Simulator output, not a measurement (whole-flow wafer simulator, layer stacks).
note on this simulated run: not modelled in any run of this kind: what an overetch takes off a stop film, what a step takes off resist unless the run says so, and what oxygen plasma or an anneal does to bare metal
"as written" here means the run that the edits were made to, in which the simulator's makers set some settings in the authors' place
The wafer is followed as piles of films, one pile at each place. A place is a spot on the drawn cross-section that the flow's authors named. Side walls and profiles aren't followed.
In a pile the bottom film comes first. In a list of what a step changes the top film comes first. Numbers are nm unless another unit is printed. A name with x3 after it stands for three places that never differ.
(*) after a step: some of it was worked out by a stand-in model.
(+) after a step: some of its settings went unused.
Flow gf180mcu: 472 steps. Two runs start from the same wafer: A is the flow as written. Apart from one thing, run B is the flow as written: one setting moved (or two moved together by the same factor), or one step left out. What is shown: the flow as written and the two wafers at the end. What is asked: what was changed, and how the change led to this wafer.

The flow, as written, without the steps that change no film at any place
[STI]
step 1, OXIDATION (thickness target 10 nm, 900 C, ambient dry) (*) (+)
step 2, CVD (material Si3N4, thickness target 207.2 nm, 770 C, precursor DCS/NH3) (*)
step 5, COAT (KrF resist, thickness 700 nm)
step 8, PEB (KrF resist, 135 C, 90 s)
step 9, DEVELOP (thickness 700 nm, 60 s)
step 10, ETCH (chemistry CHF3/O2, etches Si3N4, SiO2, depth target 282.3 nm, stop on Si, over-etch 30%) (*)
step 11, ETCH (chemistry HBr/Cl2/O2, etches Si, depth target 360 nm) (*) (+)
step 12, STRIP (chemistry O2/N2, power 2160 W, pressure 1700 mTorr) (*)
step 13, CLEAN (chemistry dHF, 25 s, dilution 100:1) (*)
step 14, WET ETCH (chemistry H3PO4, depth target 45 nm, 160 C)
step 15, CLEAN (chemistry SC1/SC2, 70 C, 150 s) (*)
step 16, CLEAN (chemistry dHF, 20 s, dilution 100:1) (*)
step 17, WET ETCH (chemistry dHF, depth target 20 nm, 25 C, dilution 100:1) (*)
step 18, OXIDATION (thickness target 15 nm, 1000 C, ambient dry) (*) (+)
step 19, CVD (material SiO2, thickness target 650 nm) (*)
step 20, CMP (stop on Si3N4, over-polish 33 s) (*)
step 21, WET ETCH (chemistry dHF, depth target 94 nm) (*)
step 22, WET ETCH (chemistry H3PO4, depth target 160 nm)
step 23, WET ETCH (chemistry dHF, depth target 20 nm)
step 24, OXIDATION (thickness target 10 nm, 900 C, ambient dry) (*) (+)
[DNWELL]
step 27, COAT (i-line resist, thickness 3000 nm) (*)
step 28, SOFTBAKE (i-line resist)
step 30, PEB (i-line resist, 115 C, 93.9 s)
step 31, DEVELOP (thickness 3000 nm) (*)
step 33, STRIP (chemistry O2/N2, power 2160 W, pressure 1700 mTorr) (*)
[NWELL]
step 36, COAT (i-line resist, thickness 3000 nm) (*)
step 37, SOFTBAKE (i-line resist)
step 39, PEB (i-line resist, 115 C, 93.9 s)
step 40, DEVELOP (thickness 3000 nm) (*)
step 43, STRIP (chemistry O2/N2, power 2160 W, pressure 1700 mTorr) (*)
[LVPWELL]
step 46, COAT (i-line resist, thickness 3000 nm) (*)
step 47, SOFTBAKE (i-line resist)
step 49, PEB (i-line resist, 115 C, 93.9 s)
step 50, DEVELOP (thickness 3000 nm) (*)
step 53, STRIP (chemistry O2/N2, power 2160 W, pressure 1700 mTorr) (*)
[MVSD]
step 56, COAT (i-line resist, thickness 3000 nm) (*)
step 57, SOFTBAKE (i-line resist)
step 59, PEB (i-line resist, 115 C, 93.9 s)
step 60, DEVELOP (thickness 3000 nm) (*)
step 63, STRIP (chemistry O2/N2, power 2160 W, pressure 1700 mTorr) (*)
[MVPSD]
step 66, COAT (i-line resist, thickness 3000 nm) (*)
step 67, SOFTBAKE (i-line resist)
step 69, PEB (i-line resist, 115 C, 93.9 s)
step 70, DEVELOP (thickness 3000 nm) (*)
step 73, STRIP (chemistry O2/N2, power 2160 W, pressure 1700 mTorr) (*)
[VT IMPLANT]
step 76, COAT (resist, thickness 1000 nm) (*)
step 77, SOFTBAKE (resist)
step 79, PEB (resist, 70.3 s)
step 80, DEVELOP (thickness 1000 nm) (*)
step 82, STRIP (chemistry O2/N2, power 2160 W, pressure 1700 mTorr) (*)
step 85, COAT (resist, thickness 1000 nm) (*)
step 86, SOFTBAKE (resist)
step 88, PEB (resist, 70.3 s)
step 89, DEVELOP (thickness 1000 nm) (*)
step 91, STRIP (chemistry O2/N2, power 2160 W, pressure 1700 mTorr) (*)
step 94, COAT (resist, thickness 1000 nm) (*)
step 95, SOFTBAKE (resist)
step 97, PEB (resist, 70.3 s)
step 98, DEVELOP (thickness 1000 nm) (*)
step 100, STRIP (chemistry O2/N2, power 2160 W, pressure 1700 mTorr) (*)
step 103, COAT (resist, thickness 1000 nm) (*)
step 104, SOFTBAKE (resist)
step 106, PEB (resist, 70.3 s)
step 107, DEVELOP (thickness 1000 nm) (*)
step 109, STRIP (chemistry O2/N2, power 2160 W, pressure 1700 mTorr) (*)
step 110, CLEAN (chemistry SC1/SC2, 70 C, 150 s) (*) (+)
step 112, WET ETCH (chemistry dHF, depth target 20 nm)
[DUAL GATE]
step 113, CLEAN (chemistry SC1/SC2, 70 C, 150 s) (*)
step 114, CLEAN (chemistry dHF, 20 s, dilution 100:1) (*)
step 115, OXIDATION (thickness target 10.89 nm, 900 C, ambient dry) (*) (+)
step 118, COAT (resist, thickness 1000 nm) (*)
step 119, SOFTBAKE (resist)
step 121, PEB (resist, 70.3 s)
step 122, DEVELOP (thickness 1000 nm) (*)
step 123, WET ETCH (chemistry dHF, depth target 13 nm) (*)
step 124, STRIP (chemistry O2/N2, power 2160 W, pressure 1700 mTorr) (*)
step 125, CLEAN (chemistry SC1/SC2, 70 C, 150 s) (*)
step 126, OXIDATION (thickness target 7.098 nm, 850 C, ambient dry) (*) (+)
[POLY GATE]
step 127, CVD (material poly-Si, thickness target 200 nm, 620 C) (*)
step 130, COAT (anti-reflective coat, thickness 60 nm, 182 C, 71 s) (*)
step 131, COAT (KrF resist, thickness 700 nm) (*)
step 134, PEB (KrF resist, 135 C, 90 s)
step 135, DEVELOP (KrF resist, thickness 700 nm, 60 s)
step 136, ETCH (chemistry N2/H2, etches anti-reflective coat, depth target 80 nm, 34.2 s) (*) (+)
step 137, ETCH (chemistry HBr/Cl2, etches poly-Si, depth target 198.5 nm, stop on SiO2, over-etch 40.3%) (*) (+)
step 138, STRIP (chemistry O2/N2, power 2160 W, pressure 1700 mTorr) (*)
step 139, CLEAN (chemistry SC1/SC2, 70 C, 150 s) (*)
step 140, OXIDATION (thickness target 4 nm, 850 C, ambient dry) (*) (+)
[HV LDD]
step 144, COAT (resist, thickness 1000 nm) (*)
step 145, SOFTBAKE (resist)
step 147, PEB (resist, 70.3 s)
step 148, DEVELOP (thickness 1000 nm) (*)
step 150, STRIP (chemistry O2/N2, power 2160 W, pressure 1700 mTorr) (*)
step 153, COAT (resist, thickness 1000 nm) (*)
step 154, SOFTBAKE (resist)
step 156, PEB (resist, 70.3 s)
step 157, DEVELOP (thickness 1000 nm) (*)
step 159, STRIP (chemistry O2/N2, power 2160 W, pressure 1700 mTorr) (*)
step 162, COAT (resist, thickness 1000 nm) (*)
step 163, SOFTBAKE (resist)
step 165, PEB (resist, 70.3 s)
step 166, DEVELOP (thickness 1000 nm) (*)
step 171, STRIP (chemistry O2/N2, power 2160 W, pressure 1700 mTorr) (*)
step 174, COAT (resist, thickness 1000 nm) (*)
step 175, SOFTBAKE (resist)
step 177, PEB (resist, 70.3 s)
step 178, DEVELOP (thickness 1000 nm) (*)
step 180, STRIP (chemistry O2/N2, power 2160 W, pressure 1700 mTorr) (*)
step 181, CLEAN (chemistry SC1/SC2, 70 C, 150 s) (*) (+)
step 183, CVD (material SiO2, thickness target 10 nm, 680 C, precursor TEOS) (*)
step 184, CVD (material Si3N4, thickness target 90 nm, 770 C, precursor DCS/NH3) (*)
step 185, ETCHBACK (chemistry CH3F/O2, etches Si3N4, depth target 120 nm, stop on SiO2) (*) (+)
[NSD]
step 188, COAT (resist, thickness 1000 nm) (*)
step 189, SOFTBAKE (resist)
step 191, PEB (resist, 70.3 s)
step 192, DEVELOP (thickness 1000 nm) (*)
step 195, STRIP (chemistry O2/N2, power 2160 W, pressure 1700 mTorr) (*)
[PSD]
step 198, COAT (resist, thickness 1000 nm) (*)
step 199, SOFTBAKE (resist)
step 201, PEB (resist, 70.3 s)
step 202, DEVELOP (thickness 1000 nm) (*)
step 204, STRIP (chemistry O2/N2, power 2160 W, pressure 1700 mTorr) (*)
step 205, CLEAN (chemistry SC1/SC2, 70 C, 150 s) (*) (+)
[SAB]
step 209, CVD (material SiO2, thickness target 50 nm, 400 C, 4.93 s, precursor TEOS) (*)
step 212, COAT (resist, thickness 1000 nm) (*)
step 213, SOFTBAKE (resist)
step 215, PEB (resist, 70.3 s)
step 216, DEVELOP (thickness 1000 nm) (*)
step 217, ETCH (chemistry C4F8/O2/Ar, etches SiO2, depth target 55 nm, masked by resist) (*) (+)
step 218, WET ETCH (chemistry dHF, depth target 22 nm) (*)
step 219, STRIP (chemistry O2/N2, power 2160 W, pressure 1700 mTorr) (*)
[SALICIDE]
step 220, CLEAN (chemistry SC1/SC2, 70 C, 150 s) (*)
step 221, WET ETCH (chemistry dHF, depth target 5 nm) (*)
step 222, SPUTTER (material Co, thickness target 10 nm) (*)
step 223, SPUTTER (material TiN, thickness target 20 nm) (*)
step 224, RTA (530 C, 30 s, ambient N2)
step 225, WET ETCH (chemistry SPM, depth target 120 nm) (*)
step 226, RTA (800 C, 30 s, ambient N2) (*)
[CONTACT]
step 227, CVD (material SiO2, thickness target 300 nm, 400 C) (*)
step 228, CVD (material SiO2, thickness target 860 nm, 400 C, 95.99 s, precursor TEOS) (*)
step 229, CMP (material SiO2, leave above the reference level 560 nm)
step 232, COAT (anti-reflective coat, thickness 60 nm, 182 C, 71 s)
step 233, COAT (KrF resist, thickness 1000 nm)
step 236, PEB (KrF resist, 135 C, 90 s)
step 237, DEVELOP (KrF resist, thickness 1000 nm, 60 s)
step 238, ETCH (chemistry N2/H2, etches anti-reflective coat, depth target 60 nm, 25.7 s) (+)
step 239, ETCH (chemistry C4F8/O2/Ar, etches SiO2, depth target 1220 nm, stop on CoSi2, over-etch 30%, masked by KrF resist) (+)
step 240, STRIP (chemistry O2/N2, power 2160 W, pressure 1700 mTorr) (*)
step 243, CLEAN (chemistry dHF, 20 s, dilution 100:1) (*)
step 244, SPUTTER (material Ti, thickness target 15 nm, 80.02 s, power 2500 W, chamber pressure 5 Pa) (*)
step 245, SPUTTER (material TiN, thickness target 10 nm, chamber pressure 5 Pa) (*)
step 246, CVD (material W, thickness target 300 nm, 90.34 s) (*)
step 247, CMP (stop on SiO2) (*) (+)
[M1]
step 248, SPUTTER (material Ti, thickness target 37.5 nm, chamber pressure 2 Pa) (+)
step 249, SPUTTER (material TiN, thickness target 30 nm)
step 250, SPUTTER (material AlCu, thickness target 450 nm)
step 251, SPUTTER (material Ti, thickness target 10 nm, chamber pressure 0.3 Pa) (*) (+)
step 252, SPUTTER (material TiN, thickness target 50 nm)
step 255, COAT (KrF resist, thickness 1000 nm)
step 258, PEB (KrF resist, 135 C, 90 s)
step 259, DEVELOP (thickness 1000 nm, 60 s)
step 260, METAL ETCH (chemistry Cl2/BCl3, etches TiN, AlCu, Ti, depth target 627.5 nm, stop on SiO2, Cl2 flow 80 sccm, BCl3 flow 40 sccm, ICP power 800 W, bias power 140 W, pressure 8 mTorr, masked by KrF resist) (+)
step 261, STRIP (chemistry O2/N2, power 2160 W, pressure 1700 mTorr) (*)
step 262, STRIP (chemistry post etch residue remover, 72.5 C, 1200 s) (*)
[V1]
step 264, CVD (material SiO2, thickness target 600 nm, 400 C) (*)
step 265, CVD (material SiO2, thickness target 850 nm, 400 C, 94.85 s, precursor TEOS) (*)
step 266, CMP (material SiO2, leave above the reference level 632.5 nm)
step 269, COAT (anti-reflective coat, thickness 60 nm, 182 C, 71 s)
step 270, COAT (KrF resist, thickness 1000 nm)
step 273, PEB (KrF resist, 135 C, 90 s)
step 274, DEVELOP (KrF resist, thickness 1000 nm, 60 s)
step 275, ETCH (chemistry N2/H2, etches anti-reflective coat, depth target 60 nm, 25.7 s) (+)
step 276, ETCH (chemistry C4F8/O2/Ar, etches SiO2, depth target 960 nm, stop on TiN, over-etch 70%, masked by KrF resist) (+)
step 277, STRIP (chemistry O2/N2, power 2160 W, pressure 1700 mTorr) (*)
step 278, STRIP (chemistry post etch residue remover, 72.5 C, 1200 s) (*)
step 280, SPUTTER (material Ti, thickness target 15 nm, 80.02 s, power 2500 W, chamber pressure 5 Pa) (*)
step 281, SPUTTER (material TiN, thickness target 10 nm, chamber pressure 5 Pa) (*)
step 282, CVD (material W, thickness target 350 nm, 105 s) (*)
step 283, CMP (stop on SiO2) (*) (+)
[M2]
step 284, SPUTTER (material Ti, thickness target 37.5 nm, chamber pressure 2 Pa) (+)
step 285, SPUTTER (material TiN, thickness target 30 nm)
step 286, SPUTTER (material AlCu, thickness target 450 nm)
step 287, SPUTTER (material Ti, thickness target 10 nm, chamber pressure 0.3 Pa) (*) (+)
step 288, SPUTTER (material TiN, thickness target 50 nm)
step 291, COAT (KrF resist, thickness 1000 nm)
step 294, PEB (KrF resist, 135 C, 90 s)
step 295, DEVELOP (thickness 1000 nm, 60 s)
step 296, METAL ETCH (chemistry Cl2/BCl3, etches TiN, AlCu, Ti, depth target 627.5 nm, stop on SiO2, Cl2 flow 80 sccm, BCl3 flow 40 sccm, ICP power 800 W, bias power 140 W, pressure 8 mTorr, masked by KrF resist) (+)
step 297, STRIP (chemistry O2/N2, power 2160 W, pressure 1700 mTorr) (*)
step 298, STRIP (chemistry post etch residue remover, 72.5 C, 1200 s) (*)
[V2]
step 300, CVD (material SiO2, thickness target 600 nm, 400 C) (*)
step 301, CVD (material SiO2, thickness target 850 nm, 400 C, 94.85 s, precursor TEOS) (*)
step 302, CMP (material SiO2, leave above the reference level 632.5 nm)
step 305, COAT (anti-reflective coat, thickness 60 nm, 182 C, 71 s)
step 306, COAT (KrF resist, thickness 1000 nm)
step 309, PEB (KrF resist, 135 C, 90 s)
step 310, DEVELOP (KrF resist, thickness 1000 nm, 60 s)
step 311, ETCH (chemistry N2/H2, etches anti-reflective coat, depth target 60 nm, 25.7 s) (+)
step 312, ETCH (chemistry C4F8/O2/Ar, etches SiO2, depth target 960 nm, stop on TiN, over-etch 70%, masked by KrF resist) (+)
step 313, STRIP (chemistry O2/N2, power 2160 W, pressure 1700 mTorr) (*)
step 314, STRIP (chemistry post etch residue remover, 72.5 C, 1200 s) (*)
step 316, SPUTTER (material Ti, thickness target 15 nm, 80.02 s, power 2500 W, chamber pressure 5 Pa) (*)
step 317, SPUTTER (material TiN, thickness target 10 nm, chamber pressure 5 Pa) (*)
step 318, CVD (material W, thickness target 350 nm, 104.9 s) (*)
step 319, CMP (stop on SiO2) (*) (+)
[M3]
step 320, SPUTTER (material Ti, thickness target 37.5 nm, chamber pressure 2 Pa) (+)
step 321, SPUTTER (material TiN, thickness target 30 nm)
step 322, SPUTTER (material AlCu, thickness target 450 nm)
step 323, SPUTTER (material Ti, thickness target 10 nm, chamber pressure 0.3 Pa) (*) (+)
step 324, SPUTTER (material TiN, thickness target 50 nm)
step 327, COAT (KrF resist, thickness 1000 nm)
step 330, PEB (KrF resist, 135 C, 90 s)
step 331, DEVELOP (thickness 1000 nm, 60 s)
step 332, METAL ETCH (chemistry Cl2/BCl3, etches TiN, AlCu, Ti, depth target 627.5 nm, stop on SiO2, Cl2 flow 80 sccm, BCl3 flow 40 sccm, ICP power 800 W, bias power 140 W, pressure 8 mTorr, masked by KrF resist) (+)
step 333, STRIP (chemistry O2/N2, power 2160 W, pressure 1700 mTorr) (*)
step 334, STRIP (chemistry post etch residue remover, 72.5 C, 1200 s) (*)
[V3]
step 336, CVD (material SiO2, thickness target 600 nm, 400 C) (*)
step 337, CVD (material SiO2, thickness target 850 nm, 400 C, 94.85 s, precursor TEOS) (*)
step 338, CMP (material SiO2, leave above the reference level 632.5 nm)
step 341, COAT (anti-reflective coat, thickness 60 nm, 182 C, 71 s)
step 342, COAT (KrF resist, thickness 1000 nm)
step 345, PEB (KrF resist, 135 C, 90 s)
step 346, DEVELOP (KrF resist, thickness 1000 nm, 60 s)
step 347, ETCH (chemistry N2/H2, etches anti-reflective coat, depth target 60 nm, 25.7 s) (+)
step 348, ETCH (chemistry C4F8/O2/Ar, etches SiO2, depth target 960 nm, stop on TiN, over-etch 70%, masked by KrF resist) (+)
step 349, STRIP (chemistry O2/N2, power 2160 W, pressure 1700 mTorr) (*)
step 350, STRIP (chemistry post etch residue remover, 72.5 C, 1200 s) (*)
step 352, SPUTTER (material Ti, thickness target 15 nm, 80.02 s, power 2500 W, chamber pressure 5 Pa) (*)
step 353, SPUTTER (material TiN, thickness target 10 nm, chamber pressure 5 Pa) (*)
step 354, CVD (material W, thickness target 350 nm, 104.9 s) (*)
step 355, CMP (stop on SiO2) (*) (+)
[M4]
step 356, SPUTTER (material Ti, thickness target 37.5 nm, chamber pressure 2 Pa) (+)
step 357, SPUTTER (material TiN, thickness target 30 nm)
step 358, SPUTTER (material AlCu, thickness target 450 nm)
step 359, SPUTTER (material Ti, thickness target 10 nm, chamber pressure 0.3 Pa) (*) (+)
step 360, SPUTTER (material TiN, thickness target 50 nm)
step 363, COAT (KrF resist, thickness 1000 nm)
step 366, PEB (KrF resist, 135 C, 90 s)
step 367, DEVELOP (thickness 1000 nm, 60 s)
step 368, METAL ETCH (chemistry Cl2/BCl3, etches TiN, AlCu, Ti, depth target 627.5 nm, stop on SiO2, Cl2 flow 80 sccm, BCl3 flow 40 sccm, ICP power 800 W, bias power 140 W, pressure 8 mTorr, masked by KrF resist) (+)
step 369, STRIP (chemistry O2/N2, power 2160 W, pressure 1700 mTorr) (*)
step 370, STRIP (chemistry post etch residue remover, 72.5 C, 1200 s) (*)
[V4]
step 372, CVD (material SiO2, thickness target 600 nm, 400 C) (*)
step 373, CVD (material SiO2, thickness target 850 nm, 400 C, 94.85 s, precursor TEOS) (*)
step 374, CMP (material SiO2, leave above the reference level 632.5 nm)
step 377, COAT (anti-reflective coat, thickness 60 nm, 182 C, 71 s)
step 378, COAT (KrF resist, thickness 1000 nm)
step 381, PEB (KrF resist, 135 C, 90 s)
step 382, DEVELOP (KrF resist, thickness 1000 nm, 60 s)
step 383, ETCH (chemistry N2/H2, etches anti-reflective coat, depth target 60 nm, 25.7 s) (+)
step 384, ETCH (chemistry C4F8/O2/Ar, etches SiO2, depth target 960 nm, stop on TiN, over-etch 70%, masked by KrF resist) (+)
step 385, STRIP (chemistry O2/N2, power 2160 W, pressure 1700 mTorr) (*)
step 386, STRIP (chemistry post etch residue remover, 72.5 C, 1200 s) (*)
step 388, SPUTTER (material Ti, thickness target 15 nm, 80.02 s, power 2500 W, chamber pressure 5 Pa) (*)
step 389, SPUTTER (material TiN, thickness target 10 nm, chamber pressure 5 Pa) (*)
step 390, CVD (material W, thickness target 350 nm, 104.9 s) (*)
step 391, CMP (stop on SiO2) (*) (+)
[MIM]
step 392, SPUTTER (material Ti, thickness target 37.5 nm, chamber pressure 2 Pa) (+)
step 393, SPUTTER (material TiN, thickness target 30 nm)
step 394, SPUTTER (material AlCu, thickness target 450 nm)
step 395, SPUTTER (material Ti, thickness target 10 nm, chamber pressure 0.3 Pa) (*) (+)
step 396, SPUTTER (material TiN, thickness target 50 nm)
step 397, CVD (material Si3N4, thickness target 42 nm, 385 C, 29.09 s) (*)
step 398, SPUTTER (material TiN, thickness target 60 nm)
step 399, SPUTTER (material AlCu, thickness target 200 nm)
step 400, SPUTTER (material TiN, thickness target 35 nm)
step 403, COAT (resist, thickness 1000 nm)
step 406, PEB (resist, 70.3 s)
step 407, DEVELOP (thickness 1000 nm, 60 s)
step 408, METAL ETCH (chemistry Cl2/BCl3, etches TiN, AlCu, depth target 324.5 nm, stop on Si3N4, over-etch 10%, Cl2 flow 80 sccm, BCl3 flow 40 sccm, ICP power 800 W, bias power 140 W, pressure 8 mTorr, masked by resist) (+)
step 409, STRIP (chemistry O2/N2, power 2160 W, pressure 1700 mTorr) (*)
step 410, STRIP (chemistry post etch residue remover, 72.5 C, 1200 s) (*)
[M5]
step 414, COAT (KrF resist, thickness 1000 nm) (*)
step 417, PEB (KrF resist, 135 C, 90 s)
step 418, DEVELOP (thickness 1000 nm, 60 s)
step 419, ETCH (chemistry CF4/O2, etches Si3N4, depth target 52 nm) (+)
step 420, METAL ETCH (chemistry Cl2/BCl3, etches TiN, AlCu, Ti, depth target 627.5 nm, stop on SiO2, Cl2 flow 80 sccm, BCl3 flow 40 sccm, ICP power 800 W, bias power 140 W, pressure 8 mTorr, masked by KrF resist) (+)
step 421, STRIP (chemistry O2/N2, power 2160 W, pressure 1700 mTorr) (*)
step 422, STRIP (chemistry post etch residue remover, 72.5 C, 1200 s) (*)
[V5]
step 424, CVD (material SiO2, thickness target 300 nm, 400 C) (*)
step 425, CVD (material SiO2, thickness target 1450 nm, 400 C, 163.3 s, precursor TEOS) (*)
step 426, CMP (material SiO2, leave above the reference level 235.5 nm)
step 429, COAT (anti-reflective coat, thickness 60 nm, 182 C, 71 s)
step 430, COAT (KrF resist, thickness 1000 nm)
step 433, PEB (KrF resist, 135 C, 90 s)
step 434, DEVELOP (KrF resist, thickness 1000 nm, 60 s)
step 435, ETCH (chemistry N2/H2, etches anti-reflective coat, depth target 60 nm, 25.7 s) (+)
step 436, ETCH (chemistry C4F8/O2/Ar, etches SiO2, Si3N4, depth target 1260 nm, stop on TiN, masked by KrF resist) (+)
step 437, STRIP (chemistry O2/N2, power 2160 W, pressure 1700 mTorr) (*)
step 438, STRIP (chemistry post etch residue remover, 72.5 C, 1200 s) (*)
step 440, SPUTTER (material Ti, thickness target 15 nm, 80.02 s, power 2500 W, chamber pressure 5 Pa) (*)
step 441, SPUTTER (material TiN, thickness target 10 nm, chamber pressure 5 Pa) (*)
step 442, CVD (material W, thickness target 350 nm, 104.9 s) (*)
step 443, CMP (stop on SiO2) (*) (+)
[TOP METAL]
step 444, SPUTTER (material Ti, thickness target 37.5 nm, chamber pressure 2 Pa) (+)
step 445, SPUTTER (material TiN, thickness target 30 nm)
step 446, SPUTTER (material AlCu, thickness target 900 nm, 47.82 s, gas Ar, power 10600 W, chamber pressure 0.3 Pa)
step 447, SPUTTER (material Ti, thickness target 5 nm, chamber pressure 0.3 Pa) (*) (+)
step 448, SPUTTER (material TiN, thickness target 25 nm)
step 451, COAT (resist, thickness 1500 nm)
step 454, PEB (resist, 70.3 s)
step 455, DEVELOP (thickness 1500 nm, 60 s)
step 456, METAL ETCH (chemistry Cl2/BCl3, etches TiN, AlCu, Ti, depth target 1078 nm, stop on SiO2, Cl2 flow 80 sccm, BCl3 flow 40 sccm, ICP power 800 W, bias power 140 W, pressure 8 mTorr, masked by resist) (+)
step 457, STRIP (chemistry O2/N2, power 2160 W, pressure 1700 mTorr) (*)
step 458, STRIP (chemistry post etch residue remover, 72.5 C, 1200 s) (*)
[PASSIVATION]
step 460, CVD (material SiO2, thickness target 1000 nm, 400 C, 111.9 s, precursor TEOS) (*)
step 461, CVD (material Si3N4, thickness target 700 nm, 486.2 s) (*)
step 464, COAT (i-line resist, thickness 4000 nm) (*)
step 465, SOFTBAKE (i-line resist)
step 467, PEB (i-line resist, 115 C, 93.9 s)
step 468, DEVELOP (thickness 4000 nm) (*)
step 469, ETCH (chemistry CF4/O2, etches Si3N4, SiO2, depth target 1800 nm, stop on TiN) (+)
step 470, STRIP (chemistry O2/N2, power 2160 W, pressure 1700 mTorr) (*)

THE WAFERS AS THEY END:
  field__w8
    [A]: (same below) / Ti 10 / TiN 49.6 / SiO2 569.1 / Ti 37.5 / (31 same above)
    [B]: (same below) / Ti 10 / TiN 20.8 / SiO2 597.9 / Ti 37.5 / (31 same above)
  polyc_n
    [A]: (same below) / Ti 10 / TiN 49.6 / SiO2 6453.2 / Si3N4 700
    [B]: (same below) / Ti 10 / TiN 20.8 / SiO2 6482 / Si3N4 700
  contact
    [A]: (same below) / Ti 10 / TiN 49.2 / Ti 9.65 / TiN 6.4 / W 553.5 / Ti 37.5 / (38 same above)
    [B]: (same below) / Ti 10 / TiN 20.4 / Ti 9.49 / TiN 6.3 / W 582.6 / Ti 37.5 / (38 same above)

Cause: step 252, SPUTTER: thickness target 21.2 nm was run, whereas the flow has thickness target 50 nm.

How this came from the change, step by step:
  step 252, SPUTTER (material TiN, thickness target 50 nm)
      field, field__w1, field__w2 and 108 more: A +50 TiN (new film) | B +21.2 TiN (new film)
  step 260, METAL ETCH (chemistry Cl2/BCl3, etches TiN, AlCu, Ti, depth target 627.5 nm, stop on SiO2, Cl2 flow 80 sccm, BCl3 flow 40 sccm, ICP power 800 W, bias power 140 W, pressure 8 mTorr, masked by KrF resist) (+)
      field, field__w1, field__w2 and 99 more: A -50 TiN (all of it), -10 Ti (all of it), -450 AlCu (all of it), -30 TiN (all of it), -37.5 Ti (all of it) | B -21.2 TiN (all of it), -10 Ti (all of it), -450 AlCu (all of it), -30 TiN (all of it), -37.5 Ti (all of it)
  step 266, CMP (material SiO2, leave above the reference level 632.5 nm)
      field__w8, contact, m1 and 6 more: A -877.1 SiO2 | B -848.3 SiO2
  step 276, ETCH (chemistry C4F8/O2/Ar, etches SiO2, depth target 960 nm, stop on TiN, over-etch 70%, masked by KrF resist) (+)
      contact: A -572.5 SiO2 (all of it) | B -601.3 SiO2 (all of it)
  step 282, CVD (material W, thickness target 350 nm, 105 s) (*)
      contact: A +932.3 W (new film) | B +961.4 W (new film)
